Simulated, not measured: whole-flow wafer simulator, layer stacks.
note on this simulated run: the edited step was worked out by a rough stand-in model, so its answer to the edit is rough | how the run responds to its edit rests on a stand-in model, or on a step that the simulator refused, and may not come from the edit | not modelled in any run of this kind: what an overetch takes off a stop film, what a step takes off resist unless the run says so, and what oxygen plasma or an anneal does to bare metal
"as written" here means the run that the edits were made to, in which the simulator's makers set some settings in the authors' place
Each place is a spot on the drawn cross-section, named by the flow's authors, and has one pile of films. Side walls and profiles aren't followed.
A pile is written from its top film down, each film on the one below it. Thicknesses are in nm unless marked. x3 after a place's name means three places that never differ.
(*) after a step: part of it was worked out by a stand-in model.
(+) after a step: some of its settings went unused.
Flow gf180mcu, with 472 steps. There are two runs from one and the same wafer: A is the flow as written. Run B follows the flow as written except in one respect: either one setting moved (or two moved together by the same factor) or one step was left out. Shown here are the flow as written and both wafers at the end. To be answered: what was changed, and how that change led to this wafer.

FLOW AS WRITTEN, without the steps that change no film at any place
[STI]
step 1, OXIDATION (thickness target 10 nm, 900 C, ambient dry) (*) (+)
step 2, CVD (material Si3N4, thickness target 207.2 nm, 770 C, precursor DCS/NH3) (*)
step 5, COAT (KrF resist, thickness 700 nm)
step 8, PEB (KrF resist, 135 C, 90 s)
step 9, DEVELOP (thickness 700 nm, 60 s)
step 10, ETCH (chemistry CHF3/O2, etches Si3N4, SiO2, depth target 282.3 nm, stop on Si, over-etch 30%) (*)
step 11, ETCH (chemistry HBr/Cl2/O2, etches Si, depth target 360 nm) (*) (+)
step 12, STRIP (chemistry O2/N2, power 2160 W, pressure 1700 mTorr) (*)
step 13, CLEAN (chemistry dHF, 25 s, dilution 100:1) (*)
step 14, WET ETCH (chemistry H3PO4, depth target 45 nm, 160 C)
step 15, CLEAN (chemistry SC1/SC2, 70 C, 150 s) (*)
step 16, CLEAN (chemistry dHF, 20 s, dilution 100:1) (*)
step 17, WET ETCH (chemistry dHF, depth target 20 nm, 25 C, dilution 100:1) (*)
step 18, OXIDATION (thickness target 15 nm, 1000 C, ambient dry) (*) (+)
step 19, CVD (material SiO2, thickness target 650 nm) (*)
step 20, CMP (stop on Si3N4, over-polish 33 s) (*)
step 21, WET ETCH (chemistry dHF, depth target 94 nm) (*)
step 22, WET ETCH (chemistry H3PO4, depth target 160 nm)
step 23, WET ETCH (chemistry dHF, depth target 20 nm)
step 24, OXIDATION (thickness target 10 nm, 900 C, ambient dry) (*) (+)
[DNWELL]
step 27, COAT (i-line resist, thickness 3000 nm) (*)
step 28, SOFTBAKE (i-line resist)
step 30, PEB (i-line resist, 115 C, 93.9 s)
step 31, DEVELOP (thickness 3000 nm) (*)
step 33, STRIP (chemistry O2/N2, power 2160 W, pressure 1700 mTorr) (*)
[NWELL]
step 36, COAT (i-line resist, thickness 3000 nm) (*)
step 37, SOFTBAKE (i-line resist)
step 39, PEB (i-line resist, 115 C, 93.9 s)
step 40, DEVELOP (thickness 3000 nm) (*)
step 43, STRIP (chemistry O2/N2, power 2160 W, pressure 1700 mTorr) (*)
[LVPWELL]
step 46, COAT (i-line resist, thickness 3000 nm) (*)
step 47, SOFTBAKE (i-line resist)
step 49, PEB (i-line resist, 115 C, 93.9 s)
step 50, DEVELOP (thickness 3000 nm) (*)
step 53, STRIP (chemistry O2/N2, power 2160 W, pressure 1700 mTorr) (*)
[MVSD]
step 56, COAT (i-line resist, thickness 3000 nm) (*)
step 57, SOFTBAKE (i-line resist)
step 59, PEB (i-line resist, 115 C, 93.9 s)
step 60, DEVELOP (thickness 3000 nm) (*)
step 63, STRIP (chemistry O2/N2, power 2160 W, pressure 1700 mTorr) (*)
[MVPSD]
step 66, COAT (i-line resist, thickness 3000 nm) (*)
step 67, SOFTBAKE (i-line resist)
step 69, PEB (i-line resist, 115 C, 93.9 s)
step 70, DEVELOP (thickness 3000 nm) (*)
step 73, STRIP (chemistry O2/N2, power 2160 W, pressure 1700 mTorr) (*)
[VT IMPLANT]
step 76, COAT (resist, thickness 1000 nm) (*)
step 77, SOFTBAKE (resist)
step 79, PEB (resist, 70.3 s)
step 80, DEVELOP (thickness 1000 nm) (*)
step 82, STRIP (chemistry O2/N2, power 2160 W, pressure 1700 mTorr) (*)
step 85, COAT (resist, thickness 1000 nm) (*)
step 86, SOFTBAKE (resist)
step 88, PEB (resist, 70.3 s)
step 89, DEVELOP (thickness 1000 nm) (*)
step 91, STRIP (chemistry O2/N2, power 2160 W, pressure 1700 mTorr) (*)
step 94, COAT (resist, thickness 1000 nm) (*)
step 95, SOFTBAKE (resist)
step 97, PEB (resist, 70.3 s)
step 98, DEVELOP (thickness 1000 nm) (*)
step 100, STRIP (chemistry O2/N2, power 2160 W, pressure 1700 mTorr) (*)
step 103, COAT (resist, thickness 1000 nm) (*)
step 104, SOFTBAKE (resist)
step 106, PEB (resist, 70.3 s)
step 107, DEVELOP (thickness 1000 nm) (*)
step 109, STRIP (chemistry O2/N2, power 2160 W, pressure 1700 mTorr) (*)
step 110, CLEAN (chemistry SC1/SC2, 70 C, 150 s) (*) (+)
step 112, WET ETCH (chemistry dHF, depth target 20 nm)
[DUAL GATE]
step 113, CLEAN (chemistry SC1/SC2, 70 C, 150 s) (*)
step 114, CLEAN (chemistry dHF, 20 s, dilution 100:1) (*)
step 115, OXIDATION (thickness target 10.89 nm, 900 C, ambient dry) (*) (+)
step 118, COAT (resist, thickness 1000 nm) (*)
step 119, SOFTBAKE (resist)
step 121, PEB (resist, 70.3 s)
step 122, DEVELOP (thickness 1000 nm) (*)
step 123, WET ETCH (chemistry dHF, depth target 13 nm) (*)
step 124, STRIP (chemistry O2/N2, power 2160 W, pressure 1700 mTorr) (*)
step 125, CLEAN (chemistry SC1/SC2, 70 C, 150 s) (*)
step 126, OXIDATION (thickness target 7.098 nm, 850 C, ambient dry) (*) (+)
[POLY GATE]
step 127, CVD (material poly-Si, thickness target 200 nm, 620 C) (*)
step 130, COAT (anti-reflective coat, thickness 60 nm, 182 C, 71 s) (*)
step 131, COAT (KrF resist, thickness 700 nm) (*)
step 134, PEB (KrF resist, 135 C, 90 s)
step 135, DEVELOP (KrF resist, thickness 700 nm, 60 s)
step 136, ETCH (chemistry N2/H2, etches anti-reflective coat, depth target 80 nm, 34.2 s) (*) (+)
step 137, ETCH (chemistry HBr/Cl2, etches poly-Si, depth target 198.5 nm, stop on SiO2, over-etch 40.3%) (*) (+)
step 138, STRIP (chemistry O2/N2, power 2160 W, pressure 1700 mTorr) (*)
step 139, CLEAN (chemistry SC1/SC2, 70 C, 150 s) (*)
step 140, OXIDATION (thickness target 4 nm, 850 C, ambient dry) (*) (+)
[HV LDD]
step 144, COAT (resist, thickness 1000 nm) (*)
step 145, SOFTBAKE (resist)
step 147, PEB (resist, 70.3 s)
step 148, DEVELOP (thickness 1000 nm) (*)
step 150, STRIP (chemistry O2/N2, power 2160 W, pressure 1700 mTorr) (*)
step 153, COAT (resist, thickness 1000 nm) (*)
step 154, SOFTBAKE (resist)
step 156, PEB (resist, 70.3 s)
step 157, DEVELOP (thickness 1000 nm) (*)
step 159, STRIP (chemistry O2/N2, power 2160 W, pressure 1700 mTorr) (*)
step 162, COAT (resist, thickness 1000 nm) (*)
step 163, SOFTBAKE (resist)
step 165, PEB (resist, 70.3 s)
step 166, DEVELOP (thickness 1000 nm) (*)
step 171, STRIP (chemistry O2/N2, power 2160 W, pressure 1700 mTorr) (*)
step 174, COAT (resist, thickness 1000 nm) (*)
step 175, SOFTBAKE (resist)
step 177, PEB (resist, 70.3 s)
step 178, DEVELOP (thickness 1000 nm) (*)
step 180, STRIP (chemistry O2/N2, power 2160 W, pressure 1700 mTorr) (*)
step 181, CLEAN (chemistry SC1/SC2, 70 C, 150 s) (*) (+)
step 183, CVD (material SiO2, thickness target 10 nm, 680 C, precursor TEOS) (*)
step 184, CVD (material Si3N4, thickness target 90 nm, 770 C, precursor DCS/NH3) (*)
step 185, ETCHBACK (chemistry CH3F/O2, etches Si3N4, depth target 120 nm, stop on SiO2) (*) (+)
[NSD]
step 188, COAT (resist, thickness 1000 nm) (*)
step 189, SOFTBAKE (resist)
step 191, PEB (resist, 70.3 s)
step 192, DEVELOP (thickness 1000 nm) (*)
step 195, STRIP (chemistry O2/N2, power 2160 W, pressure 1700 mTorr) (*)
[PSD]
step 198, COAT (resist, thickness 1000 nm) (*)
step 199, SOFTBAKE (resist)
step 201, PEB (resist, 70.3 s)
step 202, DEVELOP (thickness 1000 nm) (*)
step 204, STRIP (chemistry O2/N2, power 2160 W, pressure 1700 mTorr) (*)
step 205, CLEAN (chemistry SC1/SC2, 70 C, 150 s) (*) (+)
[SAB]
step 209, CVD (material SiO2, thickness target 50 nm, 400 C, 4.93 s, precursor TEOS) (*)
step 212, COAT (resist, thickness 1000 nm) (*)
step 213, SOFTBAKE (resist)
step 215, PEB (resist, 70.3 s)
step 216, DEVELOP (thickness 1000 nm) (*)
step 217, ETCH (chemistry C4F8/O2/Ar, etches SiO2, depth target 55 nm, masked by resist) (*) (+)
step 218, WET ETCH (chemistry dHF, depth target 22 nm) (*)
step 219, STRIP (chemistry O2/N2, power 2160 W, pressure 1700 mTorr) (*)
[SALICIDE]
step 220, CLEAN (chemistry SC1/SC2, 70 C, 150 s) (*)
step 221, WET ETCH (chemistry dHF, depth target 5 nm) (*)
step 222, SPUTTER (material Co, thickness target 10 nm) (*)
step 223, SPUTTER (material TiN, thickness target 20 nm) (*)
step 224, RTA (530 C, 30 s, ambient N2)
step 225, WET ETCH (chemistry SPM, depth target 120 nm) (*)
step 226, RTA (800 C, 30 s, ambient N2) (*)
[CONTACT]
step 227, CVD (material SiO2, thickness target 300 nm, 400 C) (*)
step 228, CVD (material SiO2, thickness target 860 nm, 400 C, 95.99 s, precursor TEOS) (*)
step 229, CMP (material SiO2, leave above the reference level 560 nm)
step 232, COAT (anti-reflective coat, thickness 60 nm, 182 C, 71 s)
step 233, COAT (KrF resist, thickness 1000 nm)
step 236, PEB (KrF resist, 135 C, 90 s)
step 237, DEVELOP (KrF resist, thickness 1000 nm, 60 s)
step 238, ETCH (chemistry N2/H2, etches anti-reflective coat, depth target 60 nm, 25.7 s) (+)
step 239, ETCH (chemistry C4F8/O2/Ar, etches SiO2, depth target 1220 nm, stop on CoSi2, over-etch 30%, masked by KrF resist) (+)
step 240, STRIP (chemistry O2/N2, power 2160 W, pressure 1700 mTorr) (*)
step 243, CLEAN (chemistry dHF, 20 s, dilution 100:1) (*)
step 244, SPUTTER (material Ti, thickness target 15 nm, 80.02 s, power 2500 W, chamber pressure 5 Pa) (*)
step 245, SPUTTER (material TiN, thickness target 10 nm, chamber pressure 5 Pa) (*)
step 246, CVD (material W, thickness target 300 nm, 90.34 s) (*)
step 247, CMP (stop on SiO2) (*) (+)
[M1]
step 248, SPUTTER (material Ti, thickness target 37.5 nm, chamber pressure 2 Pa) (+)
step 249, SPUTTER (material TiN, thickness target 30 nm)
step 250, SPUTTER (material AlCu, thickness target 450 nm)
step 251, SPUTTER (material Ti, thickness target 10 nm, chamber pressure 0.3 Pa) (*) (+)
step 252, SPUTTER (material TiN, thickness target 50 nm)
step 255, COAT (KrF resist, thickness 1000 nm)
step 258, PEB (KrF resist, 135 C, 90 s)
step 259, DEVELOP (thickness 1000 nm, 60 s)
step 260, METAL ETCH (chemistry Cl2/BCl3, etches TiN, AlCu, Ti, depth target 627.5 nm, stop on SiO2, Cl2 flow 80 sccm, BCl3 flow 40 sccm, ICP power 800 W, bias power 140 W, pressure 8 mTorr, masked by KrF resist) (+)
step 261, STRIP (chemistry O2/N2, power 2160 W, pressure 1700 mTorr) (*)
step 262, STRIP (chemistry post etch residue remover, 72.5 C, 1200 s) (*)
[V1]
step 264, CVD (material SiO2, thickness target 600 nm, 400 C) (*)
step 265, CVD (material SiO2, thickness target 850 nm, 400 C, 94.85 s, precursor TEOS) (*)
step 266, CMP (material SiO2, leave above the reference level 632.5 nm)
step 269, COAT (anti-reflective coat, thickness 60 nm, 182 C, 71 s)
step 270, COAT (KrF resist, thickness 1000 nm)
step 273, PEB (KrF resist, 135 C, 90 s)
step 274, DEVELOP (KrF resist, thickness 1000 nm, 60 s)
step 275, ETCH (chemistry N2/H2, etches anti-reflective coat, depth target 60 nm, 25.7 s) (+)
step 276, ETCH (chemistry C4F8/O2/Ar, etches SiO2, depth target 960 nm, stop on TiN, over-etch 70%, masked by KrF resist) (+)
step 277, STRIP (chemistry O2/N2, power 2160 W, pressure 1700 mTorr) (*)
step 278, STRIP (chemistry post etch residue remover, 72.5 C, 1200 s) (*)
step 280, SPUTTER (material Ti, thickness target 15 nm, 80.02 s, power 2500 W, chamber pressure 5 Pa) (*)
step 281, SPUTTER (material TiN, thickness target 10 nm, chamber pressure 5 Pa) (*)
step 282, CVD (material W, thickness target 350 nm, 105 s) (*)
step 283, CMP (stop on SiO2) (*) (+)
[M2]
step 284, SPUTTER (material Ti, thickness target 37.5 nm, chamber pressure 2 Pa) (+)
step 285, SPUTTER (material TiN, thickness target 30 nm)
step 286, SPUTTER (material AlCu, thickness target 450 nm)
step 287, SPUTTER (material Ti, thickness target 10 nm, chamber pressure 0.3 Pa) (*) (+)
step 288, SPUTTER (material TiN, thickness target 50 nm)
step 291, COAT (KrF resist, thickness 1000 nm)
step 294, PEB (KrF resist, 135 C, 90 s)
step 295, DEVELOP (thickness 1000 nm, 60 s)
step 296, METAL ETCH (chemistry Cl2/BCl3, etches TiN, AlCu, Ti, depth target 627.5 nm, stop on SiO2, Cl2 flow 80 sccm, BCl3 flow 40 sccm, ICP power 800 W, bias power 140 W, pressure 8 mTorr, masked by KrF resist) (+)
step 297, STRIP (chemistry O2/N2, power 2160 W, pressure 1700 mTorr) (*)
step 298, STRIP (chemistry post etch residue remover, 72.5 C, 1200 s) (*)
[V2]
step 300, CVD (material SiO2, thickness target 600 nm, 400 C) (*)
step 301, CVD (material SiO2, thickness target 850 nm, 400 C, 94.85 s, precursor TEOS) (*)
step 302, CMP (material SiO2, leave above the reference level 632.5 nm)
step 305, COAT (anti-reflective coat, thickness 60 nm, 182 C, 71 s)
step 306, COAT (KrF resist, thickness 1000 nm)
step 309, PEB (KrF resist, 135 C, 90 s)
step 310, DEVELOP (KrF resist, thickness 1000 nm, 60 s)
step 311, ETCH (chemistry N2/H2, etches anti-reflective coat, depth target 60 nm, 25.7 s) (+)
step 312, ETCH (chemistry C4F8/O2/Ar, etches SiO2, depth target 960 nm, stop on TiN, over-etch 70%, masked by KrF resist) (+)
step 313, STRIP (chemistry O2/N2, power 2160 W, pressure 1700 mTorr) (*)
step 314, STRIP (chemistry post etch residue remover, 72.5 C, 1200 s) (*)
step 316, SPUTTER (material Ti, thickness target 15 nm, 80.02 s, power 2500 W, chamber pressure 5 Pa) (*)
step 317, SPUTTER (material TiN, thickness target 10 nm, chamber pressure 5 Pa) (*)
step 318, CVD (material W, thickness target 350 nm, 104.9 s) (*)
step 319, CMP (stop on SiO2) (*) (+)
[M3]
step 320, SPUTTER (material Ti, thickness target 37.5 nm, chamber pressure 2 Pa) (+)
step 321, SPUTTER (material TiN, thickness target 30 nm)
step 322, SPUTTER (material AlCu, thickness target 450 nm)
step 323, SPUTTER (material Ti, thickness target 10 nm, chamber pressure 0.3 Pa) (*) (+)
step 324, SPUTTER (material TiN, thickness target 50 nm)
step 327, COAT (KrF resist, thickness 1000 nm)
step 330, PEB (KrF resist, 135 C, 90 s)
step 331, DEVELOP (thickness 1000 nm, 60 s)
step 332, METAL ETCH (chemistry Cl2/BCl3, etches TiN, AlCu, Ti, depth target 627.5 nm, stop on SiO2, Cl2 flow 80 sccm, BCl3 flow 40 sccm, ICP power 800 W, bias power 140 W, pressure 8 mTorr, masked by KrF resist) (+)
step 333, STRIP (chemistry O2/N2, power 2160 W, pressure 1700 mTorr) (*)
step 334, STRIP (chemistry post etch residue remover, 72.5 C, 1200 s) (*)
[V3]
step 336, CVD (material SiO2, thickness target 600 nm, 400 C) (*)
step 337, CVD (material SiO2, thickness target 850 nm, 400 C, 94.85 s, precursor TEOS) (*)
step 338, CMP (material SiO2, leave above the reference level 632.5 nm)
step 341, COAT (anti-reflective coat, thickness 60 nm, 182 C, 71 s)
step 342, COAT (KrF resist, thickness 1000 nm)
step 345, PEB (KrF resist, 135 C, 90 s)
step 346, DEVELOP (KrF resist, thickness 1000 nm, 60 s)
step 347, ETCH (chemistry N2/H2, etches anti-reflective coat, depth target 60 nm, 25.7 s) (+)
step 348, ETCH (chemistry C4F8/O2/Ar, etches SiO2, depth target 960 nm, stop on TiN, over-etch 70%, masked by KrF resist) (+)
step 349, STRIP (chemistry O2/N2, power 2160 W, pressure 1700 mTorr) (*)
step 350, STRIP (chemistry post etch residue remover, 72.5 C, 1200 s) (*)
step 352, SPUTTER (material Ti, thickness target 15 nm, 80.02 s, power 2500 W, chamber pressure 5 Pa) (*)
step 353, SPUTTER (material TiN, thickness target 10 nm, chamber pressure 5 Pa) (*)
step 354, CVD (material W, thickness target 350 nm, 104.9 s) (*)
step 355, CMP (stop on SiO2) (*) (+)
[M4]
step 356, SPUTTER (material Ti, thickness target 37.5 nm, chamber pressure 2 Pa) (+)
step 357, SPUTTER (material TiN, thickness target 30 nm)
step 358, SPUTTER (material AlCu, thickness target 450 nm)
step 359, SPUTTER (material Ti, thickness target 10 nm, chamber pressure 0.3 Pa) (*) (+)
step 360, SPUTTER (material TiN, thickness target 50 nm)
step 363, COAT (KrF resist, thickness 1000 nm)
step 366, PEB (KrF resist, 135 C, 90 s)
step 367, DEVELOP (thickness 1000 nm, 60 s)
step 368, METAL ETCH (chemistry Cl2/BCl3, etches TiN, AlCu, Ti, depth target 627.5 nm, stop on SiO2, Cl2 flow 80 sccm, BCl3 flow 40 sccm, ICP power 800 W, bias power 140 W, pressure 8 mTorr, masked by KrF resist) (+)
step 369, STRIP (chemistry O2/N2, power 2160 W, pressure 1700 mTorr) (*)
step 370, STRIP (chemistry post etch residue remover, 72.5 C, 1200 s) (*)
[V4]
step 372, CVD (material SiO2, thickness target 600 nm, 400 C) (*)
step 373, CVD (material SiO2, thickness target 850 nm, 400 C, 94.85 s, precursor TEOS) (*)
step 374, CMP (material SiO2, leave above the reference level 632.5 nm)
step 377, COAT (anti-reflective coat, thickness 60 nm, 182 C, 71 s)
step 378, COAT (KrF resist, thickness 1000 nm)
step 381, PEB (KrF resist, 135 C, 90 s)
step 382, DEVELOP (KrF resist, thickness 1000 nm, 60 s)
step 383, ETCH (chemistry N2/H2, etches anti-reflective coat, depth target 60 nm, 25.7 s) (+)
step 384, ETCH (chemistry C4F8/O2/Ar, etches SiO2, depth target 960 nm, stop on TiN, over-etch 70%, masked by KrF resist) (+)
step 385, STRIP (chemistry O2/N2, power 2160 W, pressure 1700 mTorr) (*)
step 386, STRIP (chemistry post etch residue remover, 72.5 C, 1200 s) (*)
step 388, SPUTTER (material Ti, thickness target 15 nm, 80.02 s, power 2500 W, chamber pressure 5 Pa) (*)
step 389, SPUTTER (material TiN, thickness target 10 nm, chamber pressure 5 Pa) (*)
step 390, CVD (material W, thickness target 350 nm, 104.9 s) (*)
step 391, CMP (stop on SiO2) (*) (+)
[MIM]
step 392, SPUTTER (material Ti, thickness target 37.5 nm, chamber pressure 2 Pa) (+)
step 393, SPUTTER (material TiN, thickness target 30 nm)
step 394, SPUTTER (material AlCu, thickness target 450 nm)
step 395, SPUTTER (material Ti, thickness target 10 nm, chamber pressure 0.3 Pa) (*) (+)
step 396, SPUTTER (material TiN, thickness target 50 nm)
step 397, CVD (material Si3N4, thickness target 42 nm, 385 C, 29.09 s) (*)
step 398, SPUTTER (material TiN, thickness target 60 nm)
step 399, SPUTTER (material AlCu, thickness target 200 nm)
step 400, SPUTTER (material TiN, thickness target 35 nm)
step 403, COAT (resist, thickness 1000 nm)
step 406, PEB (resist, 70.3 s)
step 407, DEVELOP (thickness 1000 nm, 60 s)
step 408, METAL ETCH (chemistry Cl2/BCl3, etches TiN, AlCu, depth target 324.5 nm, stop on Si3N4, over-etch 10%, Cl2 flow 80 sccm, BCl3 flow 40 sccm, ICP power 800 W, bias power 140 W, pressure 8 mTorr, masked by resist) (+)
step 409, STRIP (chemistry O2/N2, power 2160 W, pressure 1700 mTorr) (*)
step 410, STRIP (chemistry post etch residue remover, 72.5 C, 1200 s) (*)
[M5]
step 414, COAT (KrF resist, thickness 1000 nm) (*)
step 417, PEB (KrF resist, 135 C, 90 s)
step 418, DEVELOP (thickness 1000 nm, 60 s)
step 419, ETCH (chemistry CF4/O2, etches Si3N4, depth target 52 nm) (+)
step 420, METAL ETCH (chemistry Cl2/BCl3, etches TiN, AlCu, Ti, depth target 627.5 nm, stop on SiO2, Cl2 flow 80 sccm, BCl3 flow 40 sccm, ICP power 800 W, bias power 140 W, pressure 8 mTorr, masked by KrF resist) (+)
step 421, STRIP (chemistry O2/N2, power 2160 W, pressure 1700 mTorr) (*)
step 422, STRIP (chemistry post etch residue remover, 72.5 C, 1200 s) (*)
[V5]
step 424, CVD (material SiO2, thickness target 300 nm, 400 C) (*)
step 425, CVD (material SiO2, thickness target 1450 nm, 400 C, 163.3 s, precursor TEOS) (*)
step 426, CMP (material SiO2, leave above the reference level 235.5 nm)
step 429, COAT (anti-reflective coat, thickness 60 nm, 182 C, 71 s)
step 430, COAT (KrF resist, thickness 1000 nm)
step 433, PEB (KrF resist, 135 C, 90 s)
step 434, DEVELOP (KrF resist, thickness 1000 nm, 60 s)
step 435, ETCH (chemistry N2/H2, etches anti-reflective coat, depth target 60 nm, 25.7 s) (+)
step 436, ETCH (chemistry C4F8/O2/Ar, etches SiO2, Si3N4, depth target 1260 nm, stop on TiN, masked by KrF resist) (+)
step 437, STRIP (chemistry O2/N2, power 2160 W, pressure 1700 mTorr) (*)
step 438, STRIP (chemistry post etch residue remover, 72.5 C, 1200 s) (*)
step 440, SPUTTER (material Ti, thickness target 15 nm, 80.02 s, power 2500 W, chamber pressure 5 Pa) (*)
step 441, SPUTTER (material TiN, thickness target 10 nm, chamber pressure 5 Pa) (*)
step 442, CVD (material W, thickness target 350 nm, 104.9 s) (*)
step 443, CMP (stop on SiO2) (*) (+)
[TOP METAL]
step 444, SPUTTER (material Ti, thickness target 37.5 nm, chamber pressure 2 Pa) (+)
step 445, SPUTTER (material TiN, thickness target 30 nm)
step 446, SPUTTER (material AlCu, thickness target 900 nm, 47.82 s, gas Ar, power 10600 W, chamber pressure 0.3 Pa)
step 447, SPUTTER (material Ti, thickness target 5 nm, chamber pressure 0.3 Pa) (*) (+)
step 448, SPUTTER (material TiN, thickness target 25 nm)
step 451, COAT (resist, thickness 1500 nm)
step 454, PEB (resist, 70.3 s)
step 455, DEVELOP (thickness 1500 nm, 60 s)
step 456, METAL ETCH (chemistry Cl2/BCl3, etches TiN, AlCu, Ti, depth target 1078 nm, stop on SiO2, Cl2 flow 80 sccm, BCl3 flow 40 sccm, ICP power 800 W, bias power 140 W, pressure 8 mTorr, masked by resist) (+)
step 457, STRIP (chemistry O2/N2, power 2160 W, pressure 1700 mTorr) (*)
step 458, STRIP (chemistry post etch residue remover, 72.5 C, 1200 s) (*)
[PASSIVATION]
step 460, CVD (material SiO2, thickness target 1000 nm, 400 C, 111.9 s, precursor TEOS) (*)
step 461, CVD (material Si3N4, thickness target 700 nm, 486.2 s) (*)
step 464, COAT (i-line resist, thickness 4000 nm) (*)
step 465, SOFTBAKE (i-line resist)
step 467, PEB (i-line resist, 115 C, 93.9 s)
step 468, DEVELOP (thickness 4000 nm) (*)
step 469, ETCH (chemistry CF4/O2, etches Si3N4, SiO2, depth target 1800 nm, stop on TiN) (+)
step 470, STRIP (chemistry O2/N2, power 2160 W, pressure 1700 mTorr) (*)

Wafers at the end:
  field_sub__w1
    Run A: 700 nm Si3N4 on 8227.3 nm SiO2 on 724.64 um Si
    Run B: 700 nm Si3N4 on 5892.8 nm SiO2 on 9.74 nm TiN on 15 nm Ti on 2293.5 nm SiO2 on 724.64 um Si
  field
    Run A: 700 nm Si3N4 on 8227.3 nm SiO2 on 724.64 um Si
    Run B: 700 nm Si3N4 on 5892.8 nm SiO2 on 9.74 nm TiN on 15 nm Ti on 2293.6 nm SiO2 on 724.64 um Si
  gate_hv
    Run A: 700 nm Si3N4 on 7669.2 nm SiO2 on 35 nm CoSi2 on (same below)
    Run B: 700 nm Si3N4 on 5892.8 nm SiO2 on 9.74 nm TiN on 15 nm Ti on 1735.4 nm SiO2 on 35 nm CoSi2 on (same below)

Cause: step 265, CVD: thickness target 489 nm was run, whereas the flow has thickness target 850 nm; step 265, CVD: 54.54 s was run, where the flow has 94.85 s.

Step by step, how the change led to this:
  step 265, CVD (material SiO2, thickness target 850 nm, 400 C, 94.85 s, precursor TEOS) (*)
      field, field__w1, field__w2 and 108 more: A +850 SiO2 | B +496.5 SiO2
  step 266, CMP (material SiO2, leave above the reference level 632.5 nm)
      field, field__w1, field__w2 and 99 more: A -300 SiO2 | B nothing
      field__w8, contact, m1 and 6 more: A -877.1 SiO2 | B -523.6 SiO2
  step 269, COAT (anti-reflective coat, thickness 60 nm, 182 C, 71 s)
      field: A +60 anti-reflective coat (new film) | B +81.2 anti-reflective coat (new film)
      field__w8: A +60 anti-reflective coat (new film) | B +30.7 anti-reflective coat (new film)
      (and at 13 other places as well)
  step 270, COAT (KrF resist, thickness 1000 nm)
      m1_nw: A +1000 KrF resist (new film) | B +978.4 KrF resist (new film)
  step 275, ETCH (chemistry N2/H2, etches anti-reflective coat, depth target 60 nm, 25.7 s) (+)
      contact: A -60 anti-reflective coat (all of it), -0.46 SiO2 | B -32.4 anti-reflective coat (all of it), -1.17 SiO2
  step 277, STRIP (chemistry O2/N2, power 2160 W, pressure 1700 mTorr) (*)
      field: A -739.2 KrF resist (all of it), -60 anti-reflective coat (all of it) | B -728.9 KrF resist (all of it), -81.2 anti-reflective coat (all of it)
      field__w8: A -739.2 KrF resist (all of it), -60 anti-reflective coat (all of it) | B -733.6 KrF resist (all of it), -30.7 anti-reflective coat (all of it)
      (and at 12 other places as well)
  step 282, CVD (material W, thickness target 350 nm, 105 s) (*)
      contact: A +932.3 W (new film) | B +878.3 W (new film)
  step 283, CMP (stop on SiO2) (*) (+)
      field, field__w1, field__w2 and 99 more: A -350 W (all of it), -10 TiN (all of it), -15 Ti (all of it), -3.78 SiO2 | B -341.5 W
      field__w8, m1, m1__w1, polyc_n, polyc_n_rim, polyc_p, polyc_p_rim, m1_nw: A -350 W (all of it), -10 TiN (all of it), -15 Ti (all of it), -3.78 SiO2 | B -350 W (all of it), -10 TiN (all of it), -15 Ti (all of it), -20 SiO2
      (and at 1 other place as well)
  step 296, METAL ETCH (chemistry Cl2/BCl3, etches TiN, AlCu, Ti, depth target 627.5 nm, stop on SiO2, Cl2 flow 80 sccm, BCl3 flow 40 sccm, ICP power 800 W, bias power 140 W, pressure 8 mTorr, masked by KrF resist) (+)
      field, field__w1, field__w2 and 99 more: A -50 TiN (all of it), -10 Ti (all of it), -450 AlCu (all of it), -30 TiN (all of it), -37.5 Ti (all of it) | B -50 TiN (all of it), -10 Ti (all of it), -450 AlCu (all of it), -30 TiN (all of it), -37.5 Ti (all of it), -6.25 W
  step 298, STRIP (chemistry post etch residue remover, 72.5 C, 1200 s) (*)
      field, field__w1, field__w2 and 99 more: A nothing | B -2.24 W (all of it), -0.26 TiN
  step 300, CVD (material SiO2, thickness target 600 nm, 400 C) (*)
      field, field__w1, field__w2 and 99 more: A +600 SiO2 | B +600 SiO2 (new film)
  step 302, CMP (material SiO2, leave above the reference level 632.5 nm)
      field, field__w1, field__w2 and 99 more: A -300 SiO2 | B -291.3 SiO2
With metal films that touch counted as one body, field_sub__w1 has 1 body; the flow as written gives 0 bodies.
With metal films that touch counted as one body, field has 1 body; the flow as written gives 0 bodies.
With metal films that touch counted as one body, gate_hv has 2 bodies (between them, from the top down: SiO2 1735.4); the flow as written gives 1 body.
